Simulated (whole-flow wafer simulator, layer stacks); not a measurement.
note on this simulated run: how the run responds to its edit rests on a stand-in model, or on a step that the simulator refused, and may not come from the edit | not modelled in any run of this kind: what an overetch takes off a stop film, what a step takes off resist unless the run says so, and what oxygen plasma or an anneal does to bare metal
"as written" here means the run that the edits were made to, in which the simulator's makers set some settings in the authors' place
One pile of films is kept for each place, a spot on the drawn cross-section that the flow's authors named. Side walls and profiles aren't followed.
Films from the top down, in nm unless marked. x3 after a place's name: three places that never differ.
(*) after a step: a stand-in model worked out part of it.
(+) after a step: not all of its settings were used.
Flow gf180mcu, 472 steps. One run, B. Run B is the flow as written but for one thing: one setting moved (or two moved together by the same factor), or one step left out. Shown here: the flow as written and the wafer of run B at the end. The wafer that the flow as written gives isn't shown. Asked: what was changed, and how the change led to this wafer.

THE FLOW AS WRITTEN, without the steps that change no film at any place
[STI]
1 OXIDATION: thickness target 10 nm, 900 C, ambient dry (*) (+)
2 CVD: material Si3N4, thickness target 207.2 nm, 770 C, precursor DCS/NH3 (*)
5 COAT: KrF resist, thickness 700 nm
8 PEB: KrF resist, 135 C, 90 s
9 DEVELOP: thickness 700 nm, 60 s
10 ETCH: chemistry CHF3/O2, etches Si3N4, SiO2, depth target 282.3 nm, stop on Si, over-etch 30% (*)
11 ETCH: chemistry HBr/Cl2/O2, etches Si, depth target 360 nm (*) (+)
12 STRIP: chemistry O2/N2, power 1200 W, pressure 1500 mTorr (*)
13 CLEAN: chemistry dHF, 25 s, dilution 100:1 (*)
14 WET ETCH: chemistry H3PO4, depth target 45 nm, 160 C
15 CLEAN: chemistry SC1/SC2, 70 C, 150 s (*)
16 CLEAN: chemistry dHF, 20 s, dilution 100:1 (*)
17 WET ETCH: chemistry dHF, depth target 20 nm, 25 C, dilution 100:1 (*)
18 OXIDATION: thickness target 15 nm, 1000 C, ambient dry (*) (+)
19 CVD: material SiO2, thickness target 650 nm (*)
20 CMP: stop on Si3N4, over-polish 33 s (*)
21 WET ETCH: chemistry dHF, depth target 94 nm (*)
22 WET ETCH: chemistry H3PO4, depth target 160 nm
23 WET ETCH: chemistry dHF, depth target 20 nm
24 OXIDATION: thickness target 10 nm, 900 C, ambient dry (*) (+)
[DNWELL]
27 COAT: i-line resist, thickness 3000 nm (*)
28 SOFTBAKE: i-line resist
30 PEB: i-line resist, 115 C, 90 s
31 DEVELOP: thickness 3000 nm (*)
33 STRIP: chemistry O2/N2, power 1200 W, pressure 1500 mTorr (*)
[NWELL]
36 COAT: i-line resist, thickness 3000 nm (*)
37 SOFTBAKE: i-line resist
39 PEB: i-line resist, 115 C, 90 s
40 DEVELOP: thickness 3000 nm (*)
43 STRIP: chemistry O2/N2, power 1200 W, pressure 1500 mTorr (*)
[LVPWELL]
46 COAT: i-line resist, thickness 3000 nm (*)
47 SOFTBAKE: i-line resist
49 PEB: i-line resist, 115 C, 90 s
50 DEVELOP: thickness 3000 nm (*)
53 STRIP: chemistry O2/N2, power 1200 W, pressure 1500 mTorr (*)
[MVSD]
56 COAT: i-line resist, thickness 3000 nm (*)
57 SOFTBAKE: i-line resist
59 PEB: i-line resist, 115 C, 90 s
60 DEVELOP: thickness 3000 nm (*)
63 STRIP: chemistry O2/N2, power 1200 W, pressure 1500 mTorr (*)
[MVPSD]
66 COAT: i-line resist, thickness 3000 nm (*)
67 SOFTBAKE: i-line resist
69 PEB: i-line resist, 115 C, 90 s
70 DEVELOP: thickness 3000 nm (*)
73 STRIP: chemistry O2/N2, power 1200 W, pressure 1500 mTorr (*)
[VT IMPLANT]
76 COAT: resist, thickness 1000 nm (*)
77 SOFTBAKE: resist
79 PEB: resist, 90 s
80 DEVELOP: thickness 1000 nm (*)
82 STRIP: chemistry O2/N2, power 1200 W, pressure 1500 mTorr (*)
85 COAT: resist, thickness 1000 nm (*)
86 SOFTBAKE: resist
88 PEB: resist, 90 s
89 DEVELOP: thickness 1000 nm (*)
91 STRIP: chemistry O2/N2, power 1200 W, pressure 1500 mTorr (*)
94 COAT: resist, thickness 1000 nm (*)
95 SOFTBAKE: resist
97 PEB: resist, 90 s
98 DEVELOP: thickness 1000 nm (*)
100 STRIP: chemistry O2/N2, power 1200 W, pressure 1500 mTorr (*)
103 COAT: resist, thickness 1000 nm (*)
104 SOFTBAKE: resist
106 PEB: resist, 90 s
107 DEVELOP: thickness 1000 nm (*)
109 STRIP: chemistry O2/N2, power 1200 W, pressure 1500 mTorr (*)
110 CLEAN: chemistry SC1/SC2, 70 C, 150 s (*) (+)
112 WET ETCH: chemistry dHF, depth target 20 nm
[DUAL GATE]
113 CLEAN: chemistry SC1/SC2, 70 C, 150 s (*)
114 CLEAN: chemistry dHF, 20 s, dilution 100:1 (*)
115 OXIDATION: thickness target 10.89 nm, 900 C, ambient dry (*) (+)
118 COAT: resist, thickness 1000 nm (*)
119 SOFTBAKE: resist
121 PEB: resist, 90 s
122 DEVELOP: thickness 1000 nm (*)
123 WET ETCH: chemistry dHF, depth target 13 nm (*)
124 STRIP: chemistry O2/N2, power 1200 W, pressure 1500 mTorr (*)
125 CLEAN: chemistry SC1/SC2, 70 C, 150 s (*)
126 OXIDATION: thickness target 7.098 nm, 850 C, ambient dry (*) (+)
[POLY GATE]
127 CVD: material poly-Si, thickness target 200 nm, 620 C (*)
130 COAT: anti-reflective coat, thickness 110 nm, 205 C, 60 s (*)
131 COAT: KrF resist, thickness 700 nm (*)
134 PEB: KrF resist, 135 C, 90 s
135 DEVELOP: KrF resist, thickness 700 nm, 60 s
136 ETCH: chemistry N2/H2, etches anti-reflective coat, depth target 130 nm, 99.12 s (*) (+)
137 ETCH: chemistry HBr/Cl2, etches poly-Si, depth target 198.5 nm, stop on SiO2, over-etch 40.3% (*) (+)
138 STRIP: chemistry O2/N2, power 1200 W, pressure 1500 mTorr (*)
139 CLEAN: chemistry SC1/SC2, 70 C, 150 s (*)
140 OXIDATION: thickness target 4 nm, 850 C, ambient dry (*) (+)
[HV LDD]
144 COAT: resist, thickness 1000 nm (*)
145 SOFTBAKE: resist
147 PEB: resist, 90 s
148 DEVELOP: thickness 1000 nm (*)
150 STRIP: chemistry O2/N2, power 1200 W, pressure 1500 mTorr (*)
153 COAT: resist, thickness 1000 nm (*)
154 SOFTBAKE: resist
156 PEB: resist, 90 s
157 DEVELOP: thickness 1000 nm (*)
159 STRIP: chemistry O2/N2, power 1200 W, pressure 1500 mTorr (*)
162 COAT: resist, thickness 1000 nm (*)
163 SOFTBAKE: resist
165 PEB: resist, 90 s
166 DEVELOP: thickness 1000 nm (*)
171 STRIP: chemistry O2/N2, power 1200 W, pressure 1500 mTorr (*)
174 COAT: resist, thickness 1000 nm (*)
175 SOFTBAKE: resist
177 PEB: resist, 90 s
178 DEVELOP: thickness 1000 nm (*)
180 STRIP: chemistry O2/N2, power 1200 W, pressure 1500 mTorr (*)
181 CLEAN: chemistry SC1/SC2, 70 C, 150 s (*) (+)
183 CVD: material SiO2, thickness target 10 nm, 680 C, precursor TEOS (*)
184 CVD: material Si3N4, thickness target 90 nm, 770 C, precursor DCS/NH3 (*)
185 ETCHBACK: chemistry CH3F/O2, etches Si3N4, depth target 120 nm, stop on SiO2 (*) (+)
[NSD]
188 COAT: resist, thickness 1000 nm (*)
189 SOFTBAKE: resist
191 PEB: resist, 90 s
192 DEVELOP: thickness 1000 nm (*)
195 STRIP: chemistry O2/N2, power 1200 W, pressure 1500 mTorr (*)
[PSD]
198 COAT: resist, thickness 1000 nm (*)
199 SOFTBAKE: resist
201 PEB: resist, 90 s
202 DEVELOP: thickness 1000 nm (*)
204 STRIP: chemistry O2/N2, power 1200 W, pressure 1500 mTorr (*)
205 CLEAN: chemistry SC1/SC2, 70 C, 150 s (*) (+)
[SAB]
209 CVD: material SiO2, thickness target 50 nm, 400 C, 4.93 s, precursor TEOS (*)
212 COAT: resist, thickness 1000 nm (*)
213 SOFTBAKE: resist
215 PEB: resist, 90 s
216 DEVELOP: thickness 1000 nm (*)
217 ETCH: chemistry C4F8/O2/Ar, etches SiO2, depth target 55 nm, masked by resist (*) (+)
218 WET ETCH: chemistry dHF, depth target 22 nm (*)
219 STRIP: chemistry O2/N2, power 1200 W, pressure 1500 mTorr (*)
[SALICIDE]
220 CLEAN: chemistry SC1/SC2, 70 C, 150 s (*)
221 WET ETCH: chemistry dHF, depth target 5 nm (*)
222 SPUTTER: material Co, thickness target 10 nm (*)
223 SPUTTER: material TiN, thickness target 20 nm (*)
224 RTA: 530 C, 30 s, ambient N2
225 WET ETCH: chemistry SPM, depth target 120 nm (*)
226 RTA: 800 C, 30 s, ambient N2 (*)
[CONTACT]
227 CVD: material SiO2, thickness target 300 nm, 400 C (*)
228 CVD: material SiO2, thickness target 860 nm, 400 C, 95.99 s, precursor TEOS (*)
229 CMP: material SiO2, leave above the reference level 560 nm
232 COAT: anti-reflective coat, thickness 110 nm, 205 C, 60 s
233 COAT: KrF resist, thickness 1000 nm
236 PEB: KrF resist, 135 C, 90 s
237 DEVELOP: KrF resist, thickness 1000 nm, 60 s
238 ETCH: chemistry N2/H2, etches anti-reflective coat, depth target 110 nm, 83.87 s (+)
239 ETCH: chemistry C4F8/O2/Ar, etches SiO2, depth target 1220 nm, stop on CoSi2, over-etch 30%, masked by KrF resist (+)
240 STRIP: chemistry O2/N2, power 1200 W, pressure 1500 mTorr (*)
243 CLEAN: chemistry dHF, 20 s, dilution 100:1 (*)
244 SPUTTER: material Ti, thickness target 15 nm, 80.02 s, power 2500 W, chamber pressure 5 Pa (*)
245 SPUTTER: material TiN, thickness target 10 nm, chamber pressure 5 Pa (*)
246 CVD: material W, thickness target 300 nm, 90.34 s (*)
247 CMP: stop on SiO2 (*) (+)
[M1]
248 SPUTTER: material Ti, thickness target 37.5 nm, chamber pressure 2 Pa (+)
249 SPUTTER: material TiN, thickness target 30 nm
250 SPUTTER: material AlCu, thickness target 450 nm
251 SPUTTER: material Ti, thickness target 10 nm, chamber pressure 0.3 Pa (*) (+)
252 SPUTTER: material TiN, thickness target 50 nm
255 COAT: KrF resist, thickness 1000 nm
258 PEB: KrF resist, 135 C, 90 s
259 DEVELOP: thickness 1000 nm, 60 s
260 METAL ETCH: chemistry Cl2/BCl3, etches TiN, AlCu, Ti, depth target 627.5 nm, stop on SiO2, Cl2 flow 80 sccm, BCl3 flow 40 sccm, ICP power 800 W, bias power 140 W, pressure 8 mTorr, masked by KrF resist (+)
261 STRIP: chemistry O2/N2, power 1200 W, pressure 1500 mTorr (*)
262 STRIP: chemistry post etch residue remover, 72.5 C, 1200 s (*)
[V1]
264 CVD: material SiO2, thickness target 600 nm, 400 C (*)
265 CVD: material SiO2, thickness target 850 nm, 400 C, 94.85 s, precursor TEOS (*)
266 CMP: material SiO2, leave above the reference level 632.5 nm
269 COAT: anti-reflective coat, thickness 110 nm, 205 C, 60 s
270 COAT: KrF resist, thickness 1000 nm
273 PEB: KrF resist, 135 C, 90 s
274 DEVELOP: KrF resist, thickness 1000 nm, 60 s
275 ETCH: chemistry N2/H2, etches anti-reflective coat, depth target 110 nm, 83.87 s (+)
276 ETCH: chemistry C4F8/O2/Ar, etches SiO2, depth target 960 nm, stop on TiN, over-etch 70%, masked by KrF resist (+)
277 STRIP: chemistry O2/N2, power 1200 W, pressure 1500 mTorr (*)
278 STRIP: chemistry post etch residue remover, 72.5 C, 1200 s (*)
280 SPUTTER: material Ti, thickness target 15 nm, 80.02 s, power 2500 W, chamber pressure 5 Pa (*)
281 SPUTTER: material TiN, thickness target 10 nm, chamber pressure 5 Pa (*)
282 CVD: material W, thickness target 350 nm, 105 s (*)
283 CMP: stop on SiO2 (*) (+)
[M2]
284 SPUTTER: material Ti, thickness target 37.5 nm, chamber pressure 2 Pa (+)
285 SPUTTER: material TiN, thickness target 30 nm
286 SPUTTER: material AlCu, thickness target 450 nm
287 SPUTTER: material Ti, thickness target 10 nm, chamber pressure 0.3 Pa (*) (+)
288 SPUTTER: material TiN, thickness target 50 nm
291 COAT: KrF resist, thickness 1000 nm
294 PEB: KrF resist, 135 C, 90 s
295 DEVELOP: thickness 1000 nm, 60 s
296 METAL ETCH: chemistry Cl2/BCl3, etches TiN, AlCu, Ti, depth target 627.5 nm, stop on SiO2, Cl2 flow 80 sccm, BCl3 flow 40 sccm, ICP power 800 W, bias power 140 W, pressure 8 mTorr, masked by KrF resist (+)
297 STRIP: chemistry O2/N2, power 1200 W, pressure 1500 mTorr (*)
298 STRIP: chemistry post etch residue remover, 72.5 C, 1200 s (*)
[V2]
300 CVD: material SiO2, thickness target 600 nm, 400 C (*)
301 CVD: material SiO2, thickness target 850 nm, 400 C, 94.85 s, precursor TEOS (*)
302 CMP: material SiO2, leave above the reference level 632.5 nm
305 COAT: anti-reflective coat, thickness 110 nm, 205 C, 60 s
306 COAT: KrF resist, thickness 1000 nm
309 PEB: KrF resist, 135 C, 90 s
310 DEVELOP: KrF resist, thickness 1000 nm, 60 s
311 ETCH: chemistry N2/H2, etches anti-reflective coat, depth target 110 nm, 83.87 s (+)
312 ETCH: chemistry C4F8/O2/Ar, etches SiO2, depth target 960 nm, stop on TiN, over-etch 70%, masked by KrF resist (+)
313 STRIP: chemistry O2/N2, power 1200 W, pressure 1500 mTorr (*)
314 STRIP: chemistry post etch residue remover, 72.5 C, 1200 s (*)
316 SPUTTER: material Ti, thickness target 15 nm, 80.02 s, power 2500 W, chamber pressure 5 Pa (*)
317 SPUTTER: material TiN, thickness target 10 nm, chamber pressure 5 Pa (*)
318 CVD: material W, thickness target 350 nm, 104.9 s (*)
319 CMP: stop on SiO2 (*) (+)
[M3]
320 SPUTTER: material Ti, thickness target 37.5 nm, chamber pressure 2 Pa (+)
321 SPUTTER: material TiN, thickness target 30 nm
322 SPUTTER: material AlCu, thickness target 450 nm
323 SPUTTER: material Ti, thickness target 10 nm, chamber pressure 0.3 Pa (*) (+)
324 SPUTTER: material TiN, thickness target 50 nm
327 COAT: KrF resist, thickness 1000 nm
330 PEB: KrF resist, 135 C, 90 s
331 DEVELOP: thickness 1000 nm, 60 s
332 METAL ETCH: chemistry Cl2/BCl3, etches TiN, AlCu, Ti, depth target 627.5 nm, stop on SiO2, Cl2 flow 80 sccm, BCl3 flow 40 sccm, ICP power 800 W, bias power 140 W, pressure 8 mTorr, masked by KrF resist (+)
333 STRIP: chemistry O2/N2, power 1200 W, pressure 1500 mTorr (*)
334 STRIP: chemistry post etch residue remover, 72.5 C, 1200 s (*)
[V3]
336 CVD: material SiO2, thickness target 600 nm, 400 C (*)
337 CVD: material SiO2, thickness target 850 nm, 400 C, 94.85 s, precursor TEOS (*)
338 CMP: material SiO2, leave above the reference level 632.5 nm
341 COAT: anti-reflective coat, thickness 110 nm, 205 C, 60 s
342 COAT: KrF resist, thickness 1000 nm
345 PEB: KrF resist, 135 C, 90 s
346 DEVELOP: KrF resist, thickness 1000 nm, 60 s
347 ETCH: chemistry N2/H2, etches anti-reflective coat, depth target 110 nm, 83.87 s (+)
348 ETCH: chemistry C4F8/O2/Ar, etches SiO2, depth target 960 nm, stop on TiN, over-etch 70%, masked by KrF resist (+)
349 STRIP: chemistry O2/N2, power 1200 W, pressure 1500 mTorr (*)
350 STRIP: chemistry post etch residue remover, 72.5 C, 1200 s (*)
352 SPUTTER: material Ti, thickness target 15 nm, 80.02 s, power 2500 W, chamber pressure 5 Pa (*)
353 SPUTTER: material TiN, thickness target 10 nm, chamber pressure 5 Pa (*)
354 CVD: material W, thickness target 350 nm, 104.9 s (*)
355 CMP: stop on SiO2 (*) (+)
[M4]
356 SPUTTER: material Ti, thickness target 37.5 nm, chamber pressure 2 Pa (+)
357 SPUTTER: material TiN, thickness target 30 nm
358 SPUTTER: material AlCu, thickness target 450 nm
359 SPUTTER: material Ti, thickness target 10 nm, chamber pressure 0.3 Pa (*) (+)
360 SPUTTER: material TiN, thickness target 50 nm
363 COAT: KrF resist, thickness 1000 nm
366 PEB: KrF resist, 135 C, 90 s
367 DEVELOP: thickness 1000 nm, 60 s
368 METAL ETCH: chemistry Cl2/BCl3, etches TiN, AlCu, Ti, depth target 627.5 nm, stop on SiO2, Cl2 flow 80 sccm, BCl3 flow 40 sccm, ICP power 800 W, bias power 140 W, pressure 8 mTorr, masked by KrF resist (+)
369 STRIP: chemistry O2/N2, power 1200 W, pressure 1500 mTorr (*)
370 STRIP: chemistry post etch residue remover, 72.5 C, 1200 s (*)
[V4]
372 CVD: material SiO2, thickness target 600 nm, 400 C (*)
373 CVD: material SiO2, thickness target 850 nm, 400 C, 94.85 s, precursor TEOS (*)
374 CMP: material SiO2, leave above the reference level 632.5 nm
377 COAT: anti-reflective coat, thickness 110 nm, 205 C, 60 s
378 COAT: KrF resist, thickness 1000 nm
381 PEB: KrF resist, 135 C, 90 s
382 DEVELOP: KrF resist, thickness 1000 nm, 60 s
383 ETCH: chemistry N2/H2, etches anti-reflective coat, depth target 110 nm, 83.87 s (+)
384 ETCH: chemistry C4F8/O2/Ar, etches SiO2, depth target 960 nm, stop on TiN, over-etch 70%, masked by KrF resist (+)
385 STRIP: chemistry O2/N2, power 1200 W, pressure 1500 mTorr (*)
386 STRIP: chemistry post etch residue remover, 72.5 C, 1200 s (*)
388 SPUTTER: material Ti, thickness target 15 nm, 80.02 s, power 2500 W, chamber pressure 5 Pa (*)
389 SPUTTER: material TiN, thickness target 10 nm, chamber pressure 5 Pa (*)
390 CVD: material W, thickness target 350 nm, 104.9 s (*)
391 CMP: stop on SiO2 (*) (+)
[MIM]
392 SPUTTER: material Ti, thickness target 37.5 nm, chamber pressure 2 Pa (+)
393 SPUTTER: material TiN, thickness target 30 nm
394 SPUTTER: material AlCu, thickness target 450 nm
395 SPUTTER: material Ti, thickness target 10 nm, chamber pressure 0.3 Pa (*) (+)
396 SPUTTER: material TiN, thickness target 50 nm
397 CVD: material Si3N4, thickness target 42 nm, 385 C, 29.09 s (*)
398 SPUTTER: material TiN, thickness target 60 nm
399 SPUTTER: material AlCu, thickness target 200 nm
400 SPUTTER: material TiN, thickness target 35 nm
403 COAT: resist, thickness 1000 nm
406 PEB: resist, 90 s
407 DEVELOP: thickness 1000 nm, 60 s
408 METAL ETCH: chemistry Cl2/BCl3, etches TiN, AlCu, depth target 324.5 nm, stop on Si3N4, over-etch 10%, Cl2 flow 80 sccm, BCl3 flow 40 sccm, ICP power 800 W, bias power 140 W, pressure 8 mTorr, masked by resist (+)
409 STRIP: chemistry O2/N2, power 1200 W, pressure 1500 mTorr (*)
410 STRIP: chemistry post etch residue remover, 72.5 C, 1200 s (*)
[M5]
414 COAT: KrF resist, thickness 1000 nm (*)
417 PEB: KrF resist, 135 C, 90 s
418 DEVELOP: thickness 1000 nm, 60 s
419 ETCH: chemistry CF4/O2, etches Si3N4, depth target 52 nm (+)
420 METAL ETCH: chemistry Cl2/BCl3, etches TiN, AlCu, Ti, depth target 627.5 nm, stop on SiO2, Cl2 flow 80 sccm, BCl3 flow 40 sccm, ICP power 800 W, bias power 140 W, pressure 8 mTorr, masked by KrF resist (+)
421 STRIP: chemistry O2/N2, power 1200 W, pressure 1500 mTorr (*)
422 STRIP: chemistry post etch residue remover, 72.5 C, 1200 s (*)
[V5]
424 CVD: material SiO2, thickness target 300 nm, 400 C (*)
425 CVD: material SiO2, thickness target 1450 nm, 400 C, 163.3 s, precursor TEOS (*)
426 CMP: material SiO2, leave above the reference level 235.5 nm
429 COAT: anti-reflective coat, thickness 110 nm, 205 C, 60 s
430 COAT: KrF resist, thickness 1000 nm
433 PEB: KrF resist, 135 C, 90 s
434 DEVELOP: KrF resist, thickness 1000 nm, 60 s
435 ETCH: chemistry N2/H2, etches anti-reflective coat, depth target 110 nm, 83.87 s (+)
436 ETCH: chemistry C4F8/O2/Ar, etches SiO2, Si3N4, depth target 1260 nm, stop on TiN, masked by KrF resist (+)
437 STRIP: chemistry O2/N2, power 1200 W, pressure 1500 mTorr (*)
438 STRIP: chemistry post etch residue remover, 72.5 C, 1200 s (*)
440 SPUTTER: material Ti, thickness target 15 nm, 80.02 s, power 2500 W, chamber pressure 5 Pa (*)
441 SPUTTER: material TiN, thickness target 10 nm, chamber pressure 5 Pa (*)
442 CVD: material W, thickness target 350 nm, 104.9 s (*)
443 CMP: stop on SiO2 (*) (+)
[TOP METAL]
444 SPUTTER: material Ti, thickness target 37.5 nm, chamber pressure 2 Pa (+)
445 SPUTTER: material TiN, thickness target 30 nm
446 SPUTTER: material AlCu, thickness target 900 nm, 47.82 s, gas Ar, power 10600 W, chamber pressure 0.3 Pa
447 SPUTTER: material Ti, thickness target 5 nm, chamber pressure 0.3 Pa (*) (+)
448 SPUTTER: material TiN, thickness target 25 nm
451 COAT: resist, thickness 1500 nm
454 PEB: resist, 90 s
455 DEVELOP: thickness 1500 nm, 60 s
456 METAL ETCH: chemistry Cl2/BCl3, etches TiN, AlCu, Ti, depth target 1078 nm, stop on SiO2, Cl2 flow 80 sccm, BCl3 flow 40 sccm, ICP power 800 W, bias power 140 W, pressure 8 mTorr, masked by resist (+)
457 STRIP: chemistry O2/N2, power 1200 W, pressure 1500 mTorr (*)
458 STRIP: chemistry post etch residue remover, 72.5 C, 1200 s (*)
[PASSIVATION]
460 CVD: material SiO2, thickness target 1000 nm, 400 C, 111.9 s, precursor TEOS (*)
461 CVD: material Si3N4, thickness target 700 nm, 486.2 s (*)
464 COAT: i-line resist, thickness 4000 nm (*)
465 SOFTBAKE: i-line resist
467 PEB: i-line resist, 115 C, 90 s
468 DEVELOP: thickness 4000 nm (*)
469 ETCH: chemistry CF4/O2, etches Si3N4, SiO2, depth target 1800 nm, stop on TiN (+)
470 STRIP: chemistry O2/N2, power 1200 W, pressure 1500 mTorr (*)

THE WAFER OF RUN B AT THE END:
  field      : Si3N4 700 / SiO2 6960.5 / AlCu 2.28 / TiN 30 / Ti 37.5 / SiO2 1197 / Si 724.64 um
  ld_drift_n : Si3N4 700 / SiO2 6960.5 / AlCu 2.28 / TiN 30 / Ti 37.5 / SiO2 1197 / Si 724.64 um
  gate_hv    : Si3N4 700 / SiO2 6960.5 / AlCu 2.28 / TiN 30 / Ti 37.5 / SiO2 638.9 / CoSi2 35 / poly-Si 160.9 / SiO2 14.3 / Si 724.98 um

The cause: step 260, METAL ETCH: depth target 502 nm was run, where the flow has depth target 627.5 nm.

How the change led to this, step by step:
  260 METAL ETCH: chemistry Cl2/BCl3, etches TiN, AlCu, Ti, depth target 627.5 nm, stop on SiO2, Cl2 flow 80 sccm, BCl3 flow 40 sccm, ICP power 800 W, bias power 140 W, pressure 8 mTorr, masked by KrF resist (+)
      field, field__w1, field__w2 and 99 more: TiN -50 (all of it), Ti -10 (all of it), AlCu -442 (as written it would be: TiN -50 (all of it), Ti -10 (all of it), AlCu -450 (all of it), TiN -30 (all of it), Ti -37.5 (all of it))
      field__w8, contact, m1 and 6 more: KrF resist -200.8 (as written it would be: KrF resist -251)
  261 STRIP: chemistry O2/N2, power 1200 W, pressure 1500 mTorr (*)
      field__w8, contact, m1 and 6 more: KrF resist -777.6 (all of it) (as written it would be: KrF resist -727.4 (all of it))
  262 STRIP: chemistry post etch residue remover, 72.5 C, 1200 s (*)
      field, field__w1, field__w2 and 99 more: AlCu -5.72 (as written it would be: nothing)
  264 CVD: material SiO2, thickness target 600 nm, 400 C (*)
      field, field__w1, field__w2 and 99 more: SiO2 +600 (new film) (as written it would be: SiO2 +600)
  266 CMP: material SiO2, leave above the reference level 632.5 nm
      field, field__w1, field__w2 and 99 more: SiO2 -369.8 (as written it would be: SiO2 -300)
Counting metal films that touch as one body, field has 1 body; the flow as written gives 0 bodies.
Counting metal films that touch as one body, ld_drift_n has 1 body; the flow as written gives 0 bodies.
Counting metal films that touch as one body, gate_hv has 2 bodies (between them, from the top down: SiO2 638.9); the flow as written gives 1 body.
